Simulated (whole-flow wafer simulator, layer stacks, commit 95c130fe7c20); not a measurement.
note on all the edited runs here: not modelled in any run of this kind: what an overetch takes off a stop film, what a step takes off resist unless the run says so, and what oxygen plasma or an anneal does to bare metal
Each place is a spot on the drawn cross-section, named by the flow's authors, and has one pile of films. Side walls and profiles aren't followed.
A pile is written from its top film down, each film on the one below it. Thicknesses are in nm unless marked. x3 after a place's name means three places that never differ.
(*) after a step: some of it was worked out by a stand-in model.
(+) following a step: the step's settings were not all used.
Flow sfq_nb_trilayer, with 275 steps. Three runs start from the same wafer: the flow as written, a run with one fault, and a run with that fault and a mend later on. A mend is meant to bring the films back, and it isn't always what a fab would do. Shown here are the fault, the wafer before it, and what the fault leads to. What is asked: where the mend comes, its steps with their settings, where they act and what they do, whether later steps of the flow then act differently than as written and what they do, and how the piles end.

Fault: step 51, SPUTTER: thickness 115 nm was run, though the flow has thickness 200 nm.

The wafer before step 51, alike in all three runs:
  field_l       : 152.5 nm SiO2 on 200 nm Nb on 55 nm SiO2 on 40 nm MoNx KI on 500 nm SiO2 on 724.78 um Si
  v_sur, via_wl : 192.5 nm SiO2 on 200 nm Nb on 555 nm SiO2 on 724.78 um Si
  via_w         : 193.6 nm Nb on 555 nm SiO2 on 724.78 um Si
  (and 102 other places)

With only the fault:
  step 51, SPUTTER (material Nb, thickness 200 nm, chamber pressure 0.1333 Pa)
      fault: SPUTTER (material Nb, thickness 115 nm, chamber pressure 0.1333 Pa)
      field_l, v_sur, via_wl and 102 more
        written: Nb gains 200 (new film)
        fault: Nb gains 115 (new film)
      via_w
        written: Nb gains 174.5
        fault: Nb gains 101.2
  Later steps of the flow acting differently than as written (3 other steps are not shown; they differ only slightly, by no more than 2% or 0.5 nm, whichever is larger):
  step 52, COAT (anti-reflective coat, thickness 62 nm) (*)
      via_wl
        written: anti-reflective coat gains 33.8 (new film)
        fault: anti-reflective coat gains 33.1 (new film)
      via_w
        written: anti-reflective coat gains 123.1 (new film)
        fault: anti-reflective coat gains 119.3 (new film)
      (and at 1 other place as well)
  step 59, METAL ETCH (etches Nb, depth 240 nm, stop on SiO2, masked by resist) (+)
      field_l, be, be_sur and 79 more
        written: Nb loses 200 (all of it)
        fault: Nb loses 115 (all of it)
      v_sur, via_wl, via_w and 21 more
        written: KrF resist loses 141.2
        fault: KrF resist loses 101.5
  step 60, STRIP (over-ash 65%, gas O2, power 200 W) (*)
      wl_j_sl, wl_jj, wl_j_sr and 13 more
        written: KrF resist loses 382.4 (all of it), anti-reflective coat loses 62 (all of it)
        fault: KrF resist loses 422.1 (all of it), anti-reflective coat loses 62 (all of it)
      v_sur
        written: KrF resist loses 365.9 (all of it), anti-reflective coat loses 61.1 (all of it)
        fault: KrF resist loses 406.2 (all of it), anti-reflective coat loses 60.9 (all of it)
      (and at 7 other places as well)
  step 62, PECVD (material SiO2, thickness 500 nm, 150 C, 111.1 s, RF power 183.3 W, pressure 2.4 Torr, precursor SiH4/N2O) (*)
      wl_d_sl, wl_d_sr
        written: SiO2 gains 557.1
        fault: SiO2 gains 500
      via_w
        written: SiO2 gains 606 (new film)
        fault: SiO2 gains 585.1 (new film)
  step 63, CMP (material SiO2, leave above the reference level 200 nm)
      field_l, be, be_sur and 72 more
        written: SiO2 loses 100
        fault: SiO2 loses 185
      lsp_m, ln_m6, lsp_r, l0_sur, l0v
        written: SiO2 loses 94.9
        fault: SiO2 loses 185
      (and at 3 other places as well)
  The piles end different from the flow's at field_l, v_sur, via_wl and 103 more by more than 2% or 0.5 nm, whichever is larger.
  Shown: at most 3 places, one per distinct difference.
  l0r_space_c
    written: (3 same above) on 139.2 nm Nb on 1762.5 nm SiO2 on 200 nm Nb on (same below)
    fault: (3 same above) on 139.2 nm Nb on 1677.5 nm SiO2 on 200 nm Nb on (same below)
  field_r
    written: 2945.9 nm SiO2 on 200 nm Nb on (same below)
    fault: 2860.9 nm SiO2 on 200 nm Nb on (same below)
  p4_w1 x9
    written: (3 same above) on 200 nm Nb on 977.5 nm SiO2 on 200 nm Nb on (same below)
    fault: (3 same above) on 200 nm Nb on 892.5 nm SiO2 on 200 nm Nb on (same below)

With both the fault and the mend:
  After step 57 comes the mend.
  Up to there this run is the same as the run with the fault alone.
  step 57a, STRIP (over-ash 65%, gas O2, power 200 W) (*)
      p4_fl x3, p4_w1 x9, p4_g1 x2 and 47 more
        anti-reflective coat loses 62 (all of it)
      wl_j_sl, wl_jj, wl_j_sr and 13 more
        KrF resist loses 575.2 (all of it), anti-reflective coat loses 62 (all of it)
      r_sur, res, r_end and 8 more
        anti-reflective coat loses 61.8 (all of it)
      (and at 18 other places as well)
  step 57b, SPUTTER (material Nb, thickness 85 nm, chamber pressure 0.1333 Pa) (the flow's step 51, run once more with other settings)
      field_l, v_sur, via_wl and 102 more
        Nb gains 85
      via_w
        Nb gains 69.1
  step 57c, COAT (anti-reflective coat, thickness 62 nm) (*) (the flow's step 52, run once more)
      p4_fl x3, p4_w1 x9, p4_g1 x2 and 63 more
        anti-reflective coat gains 62 (new film)
      r_sur, res, r_end and 9 more
        anti-reflective coat gains 61.8 (new film)
      jj_sur, ce_l, c5j, ce_r, sp_r, be_r
        anti-reflective coat gains 61.7 (new film)
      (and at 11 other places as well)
  step 57d, COAT (KrF resist, thickness 600 nm) (*) (the flow's step 53, run once more)
      p4_fl x3, p4_w1 x9, p4_g1 x2 and 63 more
        KrF resist gains 600 (new film)
      res, r_end, moat, field_r, l0_sur
        KrF resist gains 599.4 (new film)
      lsp_l, ln_m5, lsp_m, ln_m6, lsp_r
        KrF resist gains 599.5 (new film)
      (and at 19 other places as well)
  step 57e, SOFTBAKE (KrF resist) (the flow's step 54, run once more)
      alters no film at any place that is followed
  step 57f, EXPOSE (photomask M1, dose 12.11 mJ/cm2, NA 0.6, wavelength 248 nm) (*) (the flow's step 55, run once more)
      alters no film at any place that is followed
  step 57g, PEB (KrF resist, 90 s) (the flow's step 56, run once more)
      wire, be, be_sur and 96 more
        KrF resist loses 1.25
      field_l, via_v
        KrF resist loses 1.24
      via_wl, via_wr
        KrF resist loses 1.26
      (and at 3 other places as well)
  step 57h, DEVELOP (KrF resist, thickness 600 nm, 60 s) (the flow's step 57, run once more)
      p4_fl x3, p4_w1 x9, p4_g1 x2 and 47 more
        KrF resist loses 598.7 (all of it)
      v_sur, via_wl, via_w and 21 more
        KrF resist loses 23.5
      moat, field_r, lsp_l, lsp_m, ln_m6, lsp_r, l0_sur
        KrF resist loses 598.2 (all of it)
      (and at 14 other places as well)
  Later steps of the flow that are run all act as written at every place that is followed, up to a difference of at most 2% or 0.5 nm, whichever is larger.
  At the end the piles are close to the flow's at the places that both follow, differing by at most 2% or 0.5 nm, whichever is larger.
